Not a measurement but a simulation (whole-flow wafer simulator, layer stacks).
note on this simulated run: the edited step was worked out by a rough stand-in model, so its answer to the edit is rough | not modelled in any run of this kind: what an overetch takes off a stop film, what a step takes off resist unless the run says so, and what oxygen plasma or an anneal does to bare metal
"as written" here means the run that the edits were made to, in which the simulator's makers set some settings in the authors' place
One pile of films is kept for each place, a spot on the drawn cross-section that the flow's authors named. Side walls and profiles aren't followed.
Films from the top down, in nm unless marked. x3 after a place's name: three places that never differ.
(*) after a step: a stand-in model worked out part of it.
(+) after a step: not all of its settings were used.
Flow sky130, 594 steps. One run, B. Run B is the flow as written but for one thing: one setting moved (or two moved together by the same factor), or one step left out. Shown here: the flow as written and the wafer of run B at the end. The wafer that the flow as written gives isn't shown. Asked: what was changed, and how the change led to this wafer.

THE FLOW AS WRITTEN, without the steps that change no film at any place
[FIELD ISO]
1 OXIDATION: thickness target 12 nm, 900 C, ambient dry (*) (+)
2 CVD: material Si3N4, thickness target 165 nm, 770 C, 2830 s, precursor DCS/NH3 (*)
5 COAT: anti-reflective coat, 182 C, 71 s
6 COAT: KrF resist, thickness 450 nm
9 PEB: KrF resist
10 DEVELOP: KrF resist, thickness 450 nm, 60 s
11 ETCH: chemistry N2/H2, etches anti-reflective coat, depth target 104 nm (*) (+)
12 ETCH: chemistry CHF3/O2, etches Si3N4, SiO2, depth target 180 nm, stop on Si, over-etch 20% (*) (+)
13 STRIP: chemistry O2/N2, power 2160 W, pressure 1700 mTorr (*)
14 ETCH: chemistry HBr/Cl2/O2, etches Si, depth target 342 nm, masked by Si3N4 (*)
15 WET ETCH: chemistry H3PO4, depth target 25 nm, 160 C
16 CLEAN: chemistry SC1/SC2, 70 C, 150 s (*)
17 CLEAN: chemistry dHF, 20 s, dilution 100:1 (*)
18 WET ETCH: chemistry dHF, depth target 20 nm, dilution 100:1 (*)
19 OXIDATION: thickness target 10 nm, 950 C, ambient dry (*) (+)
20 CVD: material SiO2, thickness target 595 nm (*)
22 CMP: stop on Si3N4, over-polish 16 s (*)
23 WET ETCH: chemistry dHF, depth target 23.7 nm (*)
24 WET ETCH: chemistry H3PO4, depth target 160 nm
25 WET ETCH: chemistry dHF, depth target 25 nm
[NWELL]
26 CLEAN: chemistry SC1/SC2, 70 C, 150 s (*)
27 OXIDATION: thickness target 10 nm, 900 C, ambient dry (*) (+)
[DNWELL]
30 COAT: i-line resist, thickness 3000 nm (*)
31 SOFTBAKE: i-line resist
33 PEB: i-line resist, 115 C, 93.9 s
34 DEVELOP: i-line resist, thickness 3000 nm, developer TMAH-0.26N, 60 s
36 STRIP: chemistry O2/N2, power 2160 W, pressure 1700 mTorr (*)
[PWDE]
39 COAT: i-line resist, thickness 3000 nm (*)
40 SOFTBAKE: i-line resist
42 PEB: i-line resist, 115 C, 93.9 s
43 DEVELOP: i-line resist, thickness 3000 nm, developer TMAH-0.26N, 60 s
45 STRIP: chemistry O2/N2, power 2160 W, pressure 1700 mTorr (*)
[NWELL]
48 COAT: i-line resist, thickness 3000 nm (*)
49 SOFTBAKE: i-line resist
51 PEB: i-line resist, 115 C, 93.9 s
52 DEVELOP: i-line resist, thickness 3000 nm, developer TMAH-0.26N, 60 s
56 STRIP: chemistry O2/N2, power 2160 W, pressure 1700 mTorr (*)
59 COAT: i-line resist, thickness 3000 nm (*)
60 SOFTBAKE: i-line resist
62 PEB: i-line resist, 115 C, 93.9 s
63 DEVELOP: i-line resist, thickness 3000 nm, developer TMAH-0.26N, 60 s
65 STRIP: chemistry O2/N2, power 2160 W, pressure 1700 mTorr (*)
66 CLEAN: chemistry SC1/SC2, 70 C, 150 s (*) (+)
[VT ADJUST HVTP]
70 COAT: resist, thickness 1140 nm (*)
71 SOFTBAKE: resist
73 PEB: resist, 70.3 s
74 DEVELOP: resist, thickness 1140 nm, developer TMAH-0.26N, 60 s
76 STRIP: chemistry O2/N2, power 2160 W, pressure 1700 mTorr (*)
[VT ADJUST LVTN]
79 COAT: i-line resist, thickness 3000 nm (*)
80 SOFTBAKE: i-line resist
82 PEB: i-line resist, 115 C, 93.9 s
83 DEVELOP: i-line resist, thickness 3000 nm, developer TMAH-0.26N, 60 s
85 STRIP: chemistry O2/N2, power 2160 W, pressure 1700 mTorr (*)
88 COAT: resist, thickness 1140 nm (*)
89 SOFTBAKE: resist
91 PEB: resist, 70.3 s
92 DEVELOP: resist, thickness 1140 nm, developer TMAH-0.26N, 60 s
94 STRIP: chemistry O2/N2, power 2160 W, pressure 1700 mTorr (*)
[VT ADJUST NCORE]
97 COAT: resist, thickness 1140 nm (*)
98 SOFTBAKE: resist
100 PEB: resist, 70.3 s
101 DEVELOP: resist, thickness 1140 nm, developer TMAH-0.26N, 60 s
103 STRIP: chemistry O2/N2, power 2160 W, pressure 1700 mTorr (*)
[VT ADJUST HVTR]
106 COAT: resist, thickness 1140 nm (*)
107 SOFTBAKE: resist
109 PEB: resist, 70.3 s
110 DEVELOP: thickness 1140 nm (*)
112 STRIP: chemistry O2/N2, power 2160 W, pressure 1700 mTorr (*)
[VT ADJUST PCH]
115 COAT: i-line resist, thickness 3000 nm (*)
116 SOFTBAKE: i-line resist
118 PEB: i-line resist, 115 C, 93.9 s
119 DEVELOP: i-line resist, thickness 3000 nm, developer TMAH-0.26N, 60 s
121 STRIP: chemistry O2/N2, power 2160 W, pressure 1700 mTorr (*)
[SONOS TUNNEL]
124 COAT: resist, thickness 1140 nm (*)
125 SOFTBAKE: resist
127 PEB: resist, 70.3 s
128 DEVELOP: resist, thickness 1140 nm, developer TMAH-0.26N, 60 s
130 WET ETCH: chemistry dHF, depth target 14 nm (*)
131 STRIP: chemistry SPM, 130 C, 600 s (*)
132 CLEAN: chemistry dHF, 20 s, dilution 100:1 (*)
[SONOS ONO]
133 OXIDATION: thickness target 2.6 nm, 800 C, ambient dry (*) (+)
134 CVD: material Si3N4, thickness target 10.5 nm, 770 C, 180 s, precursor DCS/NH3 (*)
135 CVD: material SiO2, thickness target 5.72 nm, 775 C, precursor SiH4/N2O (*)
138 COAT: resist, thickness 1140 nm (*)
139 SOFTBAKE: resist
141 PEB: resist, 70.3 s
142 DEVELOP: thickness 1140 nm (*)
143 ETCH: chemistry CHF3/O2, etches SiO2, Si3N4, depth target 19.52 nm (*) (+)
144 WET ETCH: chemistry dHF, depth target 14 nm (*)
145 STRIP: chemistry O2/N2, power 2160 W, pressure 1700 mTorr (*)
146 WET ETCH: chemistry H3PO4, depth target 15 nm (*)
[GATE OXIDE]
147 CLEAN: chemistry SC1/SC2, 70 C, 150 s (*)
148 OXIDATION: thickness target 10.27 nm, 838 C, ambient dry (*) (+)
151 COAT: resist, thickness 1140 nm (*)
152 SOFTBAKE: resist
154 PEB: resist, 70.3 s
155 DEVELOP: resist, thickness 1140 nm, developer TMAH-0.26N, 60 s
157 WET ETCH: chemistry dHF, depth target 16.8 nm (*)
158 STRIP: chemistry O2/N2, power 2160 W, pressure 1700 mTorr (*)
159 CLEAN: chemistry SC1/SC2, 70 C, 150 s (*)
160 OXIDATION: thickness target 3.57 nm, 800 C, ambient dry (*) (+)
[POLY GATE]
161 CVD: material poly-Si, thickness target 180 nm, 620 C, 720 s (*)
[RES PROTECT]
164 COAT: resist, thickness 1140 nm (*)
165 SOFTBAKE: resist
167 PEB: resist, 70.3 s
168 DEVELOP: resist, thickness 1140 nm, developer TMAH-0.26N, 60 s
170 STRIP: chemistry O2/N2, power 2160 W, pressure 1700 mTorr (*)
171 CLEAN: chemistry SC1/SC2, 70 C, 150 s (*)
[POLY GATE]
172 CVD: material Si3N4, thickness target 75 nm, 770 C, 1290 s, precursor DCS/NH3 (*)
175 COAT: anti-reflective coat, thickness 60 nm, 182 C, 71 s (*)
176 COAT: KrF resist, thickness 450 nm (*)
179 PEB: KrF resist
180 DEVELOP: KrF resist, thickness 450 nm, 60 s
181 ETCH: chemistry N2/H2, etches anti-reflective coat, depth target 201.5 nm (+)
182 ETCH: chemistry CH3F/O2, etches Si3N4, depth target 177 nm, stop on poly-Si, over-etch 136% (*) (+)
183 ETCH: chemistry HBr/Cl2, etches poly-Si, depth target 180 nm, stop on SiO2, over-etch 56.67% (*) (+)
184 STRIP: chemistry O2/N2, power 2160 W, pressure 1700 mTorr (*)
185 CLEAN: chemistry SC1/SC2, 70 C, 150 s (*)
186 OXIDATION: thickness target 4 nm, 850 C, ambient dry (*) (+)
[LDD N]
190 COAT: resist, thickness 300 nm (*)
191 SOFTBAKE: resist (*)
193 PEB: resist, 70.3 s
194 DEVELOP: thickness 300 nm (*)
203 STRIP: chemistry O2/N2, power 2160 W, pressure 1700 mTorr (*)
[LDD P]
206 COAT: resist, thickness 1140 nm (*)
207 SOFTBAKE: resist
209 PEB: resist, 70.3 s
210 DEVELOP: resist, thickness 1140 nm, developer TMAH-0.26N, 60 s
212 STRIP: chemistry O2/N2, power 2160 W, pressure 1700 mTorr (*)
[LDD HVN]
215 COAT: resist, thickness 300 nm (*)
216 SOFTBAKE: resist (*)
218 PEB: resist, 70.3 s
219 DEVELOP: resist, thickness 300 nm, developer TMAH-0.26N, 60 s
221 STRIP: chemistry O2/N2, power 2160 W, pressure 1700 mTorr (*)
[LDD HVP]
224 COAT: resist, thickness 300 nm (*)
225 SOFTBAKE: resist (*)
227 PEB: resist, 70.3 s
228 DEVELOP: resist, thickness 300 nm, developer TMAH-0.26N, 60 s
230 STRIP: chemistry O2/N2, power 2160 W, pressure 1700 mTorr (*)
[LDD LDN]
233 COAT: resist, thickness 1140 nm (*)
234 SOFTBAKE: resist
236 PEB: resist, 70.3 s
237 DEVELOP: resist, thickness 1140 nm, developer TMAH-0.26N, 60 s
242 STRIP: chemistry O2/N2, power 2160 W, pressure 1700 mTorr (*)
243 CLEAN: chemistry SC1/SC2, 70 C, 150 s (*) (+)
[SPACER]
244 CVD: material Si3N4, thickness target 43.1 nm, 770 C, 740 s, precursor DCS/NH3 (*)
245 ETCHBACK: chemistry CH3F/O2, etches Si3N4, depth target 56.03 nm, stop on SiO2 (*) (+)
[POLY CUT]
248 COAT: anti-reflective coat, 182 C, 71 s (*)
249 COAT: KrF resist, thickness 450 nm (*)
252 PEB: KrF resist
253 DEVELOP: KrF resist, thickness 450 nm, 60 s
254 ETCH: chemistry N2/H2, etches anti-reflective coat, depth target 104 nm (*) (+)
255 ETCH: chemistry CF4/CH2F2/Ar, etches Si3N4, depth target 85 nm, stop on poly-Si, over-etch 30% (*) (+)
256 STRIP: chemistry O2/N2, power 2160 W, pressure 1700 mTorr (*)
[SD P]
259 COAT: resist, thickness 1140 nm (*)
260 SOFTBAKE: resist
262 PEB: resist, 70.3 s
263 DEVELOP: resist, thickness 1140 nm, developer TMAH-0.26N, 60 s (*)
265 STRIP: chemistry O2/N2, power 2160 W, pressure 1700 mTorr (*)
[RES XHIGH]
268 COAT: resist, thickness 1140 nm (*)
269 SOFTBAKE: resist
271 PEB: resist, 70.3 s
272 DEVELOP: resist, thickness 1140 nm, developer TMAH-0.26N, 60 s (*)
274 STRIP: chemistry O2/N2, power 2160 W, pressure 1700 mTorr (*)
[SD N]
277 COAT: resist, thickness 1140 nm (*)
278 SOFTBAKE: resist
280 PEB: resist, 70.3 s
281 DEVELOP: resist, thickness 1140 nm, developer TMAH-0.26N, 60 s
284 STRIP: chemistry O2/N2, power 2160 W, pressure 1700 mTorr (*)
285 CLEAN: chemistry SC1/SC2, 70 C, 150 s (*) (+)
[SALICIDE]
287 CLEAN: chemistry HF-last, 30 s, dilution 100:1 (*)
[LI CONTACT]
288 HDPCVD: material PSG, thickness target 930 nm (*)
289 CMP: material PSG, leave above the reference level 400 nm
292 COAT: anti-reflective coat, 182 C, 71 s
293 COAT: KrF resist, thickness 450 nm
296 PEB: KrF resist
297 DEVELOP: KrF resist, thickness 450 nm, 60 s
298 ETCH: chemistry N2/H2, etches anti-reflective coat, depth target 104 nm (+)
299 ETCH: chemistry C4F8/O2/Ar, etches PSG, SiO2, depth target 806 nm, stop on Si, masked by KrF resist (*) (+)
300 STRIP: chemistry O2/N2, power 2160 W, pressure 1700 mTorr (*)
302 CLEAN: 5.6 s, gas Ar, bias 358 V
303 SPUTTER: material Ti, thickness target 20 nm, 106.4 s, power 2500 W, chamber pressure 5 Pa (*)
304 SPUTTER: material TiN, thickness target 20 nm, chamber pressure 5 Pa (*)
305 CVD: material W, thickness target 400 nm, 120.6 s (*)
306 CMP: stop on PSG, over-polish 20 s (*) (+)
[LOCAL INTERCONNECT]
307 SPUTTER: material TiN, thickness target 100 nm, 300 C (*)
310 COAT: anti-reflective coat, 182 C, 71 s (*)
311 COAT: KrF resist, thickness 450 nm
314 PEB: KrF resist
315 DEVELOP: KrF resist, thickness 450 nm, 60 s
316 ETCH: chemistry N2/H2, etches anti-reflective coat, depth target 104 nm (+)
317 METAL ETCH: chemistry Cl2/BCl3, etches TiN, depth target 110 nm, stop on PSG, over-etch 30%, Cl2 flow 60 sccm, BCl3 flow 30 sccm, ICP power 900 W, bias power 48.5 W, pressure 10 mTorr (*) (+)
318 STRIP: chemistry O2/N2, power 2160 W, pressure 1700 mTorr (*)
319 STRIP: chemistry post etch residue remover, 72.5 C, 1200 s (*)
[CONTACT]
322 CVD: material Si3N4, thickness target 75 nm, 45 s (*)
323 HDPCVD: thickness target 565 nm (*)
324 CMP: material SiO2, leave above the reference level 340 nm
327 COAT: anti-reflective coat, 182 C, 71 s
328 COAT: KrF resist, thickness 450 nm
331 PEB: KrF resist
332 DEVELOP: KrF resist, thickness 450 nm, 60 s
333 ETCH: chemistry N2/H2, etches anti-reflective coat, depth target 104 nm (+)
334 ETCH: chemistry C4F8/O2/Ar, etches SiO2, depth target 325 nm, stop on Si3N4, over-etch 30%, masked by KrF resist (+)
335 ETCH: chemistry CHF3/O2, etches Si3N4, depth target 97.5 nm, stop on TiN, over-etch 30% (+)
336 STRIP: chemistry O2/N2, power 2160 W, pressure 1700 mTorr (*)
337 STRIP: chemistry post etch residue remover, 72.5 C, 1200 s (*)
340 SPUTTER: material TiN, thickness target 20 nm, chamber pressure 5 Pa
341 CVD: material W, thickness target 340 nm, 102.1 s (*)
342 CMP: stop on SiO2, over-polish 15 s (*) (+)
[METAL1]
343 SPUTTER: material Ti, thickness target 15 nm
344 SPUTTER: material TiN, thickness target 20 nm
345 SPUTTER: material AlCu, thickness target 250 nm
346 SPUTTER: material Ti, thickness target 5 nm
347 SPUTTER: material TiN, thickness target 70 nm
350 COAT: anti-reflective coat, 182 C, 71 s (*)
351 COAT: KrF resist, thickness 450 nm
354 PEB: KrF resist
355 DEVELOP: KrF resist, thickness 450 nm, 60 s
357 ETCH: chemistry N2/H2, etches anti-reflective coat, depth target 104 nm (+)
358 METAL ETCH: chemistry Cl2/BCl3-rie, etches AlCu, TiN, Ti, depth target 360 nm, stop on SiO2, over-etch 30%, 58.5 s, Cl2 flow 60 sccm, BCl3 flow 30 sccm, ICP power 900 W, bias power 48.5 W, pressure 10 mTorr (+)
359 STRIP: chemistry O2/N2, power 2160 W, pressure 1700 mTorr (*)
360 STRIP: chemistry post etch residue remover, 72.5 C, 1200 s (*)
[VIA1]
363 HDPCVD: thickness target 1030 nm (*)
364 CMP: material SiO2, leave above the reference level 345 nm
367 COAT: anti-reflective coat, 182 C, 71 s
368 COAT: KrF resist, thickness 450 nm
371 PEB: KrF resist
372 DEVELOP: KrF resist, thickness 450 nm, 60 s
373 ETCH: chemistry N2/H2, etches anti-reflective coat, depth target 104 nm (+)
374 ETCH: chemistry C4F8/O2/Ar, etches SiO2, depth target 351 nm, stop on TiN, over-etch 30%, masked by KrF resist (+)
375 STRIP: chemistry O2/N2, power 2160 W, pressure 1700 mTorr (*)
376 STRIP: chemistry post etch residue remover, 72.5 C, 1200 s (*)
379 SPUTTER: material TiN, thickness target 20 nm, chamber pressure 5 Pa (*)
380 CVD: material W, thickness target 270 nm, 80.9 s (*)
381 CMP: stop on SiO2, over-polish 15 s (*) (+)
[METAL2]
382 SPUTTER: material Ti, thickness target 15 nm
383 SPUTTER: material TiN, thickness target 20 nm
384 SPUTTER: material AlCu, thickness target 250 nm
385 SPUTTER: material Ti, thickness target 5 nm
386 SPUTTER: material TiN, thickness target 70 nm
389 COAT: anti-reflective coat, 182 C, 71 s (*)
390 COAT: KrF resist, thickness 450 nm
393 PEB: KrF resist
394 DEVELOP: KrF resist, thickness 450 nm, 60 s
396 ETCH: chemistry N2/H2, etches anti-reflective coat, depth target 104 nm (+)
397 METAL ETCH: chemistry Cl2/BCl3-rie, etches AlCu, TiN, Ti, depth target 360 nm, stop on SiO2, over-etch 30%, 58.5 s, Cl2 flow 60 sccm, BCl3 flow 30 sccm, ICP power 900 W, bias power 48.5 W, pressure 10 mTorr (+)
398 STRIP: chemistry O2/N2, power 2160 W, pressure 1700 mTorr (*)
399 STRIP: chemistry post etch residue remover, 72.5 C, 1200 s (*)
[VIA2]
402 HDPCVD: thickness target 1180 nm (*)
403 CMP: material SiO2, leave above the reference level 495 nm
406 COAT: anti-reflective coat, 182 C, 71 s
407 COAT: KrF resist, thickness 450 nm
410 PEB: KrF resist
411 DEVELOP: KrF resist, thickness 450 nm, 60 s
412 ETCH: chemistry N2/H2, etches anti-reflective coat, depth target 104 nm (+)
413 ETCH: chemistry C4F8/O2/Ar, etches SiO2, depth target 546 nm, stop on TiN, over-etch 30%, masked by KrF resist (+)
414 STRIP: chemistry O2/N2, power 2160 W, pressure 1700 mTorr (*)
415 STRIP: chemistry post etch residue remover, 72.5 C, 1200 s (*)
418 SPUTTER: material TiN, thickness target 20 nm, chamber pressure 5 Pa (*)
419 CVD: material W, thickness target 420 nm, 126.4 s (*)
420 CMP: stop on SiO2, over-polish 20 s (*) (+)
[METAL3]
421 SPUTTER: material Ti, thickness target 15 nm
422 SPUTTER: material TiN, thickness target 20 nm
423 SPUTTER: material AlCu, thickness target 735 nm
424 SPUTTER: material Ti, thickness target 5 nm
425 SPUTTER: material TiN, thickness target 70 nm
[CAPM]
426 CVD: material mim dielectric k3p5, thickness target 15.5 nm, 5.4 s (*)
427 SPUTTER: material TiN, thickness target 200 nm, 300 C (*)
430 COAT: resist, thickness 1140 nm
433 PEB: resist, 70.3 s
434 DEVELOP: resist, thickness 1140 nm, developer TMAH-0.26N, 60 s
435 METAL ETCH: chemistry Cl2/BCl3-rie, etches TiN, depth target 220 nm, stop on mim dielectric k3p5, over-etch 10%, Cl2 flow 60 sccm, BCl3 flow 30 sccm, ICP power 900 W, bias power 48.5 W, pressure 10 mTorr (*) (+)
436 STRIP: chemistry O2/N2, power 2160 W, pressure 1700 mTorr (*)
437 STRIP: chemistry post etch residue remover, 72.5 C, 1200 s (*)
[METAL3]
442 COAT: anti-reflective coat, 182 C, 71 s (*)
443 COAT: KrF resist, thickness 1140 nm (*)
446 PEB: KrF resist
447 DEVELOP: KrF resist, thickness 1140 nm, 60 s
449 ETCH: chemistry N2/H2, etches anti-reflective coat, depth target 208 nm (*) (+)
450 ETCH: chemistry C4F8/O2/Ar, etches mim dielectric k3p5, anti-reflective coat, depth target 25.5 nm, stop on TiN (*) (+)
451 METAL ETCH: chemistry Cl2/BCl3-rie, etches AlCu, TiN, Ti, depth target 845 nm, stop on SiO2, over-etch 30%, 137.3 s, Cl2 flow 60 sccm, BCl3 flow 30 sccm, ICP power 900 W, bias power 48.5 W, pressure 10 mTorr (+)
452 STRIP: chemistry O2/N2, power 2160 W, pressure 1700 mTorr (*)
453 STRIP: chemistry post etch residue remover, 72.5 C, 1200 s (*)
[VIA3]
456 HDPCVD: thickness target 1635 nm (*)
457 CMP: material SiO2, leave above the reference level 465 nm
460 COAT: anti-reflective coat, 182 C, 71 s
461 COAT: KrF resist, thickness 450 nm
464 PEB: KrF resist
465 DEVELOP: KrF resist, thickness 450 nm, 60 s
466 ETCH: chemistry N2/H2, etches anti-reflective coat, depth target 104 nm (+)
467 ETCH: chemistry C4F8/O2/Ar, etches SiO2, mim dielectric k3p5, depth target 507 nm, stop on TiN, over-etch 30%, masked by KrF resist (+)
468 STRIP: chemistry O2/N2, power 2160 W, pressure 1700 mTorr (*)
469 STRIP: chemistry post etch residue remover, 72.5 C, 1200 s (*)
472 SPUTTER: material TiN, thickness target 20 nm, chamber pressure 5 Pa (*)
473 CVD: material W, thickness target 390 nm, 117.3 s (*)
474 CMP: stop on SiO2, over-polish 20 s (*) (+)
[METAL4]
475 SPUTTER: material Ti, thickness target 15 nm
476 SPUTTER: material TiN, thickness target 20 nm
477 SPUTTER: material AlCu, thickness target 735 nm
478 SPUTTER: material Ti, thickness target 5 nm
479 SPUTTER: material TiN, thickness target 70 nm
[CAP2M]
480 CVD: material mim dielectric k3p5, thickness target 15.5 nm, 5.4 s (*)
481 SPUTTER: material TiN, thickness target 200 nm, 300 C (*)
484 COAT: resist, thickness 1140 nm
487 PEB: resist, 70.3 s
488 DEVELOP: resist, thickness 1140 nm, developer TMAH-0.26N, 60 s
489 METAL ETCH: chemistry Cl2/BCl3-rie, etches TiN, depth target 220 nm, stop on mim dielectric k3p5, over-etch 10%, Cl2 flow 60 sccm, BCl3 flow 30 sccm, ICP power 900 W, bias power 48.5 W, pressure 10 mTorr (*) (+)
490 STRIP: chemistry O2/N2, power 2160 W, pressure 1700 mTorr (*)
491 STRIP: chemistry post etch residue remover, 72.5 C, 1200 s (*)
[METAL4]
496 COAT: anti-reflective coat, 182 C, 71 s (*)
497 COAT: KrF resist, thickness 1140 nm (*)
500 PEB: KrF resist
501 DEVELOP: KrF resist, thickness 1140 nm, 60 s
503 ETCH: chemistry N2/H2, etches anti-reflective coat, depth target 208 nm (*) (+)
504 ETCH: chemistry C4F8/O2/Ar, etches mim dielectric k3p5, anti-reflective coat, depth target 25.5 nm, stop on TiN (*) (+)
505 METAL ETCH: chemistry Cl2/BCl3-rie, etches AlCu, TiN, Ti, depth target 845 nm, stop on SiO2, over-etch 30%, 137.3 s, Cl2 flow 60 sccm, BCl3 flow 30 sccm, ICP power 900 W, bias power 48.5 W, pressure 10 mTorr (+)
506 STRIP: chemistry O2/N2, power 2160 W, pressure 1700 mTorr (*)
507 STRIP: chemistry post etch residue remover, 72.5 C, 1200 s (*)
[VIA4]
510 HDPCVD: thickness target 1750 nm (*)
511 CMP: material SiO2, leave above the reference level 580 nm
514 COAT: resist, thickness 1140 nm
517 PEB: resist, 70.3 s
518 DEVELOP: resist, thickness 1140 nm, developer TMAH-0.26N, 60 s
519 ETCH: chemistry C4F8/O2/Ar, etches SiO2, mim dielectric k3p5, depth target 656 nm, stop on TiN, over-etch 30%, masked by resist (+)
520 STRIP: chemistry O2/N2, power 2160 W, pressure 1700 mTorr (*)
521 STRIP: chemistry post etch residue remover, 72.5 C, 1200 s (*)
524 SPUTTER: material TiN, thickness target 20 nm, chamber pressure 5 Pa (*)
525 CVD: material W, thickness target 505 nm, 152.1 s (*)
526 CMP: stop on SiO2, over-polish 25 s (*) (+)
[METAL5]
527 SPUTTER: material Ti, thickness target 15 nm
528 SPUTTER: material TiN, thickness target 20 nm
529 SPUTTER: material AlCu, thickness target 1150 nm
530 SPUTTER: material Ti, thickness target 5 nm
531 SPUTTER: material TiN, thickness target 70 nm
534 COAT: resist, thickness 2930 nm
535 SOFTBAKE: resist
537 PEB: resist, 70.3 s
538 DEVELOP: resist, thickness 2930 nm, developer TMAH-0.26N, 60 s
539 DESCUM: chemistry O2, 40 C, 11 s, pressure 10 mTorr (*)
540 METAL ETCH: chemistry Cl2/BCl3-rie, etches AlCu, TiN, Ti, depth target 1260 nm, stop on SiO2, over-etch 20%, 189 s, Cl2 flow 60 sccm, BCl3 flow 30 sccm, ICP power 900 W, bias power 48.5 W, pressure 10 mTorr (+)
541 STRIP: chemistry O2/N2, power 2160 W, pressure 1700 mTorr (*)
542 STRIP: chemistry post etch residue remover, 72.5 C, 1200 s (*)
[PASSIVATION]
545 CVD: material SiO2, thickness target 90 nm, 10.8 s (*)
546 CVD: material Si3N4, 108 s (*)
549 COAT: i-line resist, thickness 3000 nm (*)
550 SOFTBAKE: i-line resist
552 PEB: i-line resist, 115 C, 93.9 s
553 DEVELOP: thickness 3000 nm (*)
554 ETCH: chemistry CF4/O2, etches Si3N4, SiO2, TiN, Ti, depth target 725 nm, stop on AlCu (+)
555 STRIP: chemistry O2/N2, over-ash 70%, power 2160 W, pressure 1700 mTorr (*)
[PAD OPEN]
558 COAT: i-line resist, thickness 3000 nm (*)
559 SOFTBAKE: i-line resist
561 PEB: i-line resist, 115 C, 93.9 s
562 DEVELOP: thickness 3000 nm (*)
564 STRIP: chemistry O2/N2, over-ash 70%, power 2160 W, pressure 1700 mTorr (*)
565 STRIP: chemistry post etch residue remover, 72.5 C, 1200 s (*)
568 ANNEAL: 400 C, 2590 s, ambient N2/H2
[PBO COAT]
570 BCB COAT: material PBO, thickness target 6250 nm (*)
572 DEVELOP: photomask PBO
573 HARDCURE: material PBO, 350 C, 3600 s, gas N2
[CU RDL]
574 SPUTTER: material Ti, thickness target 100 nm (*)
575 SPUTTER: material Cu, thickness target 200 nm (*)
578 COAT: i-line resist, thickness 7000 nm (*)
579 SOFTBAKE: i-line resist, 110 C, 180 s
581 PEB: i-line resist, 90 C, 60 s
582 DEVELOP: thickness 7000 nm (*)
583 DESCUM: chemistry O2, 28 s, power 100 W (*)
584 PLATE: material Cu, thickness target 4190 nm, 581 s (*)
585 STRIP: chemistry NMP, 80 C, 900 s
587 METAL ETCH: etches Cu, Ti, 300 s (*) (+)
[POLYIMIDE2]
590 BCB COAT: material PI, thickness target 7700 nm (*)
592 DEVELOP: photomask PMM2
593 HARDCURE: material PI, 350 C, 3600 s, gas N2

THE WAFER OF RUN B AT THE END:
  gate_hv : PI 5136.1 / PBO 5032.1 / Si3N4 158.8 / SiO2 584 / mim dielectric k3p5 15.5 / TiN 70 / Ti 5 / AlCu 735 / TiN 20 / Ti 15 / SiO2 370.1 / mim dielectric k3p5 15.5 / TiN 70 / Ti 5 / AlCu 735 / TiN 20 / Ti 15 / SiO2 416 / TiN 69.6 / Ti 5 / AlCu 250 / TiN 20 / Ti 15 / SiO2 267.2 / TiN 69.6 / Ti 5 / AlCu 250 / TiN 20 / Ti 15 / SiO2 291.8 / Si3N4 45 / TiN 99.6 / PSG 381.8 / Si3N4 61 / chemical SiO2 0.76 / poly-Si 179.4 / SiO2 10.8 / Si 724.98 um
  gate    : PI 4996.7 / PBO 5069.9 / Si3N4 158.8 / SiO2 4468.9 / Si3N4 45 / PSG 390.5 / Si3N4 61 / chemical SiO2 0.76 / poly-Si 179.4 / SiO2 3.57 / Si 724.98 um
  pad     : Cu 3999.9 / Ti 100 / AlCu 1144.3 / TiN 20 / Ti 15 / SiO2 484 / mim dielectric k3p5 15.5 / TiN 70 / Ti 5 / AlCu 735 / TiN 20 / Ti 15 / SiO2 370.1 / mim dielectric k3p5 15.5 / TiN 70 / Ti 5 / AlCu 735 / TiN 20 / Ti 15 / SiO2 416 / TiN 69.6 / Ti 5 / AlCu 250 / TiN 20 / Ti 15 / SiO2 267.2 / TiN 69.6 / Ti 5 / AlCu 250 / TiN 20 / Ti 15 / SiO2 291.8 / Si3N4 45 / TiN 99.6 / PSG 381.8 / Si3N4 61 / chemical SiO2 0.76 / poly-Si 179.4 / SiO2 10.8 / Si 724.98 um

The cause: step 322, CVD: thickness target 45 nm was run, where the flow has thickness target 75 nm; step 322, CVD: 27 s was run, where the flow has 45 s.
It can be read off the wafer: gate_hv has Si3N4 45, and step 322 as written asks for 75 nm.

How the change led to this, step by step:
  322 CVD: material Si3N4, thickness target 75 nm, 45 s (*)
      field, active, n_well and 188 more: Si3N4 +45 (new film) (as written it would be: Si3N4 +75 (new film))
  324 CMP: material SiO2, leave above the reference level 340 nm
      n_well, p_well, gate_hv and 93 more: SiO2 -270 (as written it would be: SiO2 -300)
      field, active, gate and 88 more: SiO2 -170.4 (as written it would be: SiO2 -200.4)
      (and at 4 more places)
  334 ETCH: chemistry C4F8/O2/Ar, etches SiO2, depth target 325 nm, stop on Si3N4, over-etch 30%, masked by KrF resist (+)
      poly_licon, ndiff_licon, ndiff_licon_cpp, rpo_hd_licon: SiO2 -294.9 (all of it) (as written it would be: SiO2 -264.9 (all of it))
  335 ETCH: chemistry CHF3/O2, etches Si3N4, depth target 97.5 nm, stop on TiN, over-etch 30% (+)
      field, active, n_well and 184 more: KrF resist -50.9 (as written it would be: KrF resist -84.8)
      poly_licon, ndiff_licon, ndiff_licon_cpp, rpo_hd_licon: Si3N4 -45 (all of it) (as written it would be: Si3N4 -75 (all of it))
  336 STRIP: chemistry O2/N2, power 2160 W, pressure 1700 mTorr (*)
      field, active, n_well and 184 more: KrF resist -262 (all of it), anti-reflective coat -80 (all of it) (as written it would be: KrF resist -228 (all of it), anti-reflective coat -80 (all of it))
